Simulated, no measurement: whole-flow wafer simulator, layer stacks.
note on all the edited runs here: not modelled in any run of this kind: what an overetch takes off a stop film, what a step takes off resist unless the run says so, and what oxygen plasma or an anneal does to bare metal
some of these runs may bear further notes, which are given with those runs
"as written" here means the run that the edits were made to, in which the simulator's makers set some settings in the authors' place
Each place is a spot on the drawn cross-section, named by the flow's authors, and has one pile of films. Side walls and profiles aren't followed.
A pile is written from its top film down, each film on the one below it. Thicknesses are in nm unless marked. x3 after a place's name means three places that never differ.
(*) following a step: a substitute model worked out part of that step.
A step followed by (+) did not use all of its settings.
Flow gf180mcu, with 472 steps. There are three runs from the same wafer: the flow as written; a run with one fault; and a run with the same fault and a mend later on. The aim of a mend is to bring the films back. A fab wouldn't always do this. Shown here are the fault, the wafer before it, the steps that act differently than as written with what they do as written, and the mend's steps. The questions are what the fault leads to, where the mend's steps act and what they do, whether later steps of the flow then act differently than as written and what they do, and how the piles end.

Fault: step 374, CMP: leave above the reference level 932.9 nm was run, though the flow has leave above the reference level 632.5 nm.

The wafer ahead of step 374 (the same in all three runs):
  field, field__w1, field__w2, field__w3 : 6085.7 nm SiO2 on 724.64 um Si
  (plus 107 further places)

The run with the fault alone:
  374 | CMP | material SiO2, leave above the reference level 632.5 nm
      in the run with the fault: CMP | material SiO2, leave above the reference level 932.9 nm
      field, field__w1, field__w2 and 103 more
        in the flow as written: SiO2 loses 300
        in the run with the fault: nothing
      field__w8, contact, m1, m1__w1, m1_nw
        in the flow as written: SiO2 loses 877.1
        in the run with the fault: SiO2 loses 576.7
  Steps later in the flow that act otherwise than as written (not shown: 6 more steps that differ only slightly, by at most 2% or 0.5 nm, whichever is larger):
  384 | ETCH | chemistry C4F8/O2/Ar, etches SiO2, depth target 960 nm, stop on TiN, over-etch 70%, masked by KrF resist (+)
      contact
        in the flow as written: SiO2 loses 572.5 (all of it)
        in the run with the fault: SiO2 loses 872.9 (all of it)
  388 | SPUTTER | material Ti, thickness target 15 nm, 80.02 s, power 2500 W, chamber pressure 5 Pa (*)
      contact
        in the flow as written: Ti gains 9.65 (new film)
        in the run with the fault: Ti gains 8.11 (new film)
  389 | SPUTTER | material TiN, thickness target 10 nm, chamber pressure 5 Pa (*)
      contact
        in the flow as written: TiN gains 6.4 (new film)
        in the run with the fault: TiN gains 5.38 (new film)
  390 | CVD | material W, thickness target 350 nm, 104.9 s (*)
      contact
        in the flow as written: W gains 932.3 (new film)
        in the run with the fault: W gains 1234.8 (new film)
  At field, field__w1, field__w2 and 109 more, the piles at the end differ from the flow's by more than 2% or 0.5 nm, whichever is larger.
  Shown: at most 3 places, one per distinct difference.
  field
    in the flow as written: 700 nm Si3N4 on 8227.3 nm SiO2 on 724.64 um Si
    in the run with the fault: 700 nm Si3N4 on 8527.3 nm SiO2 on 724.64 um Si
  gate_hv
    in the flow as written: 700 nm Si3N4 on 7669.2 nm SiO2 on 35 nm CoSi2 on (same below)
    in the run with the fault: 700 nm Si3N4 on 7969.2 nm SiO2 on 35 nm CoSi2 on (same below)
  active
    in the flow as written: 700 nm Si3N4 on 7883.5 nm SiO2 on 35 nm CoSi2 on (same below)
    in the run with the fault: 700 nm Si3N4 on 8183.5 nm SiO2 on 35 nm CoSi2 on (same below)

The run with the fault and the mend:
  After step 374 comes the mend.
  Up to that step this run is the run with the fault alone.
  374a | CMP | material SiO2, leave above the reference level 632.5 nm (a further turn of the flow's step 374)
      field, field__w1, field__w2 and 103 more
        SiO2 loses 300
      field__w8, contact, m1, m1__w1, m1_nw
        SiO2 loses 300.4
  Later steps of the flow that are run all act as written at every place that is followed.
  The piles end the same as the flow's at every place that both follow.
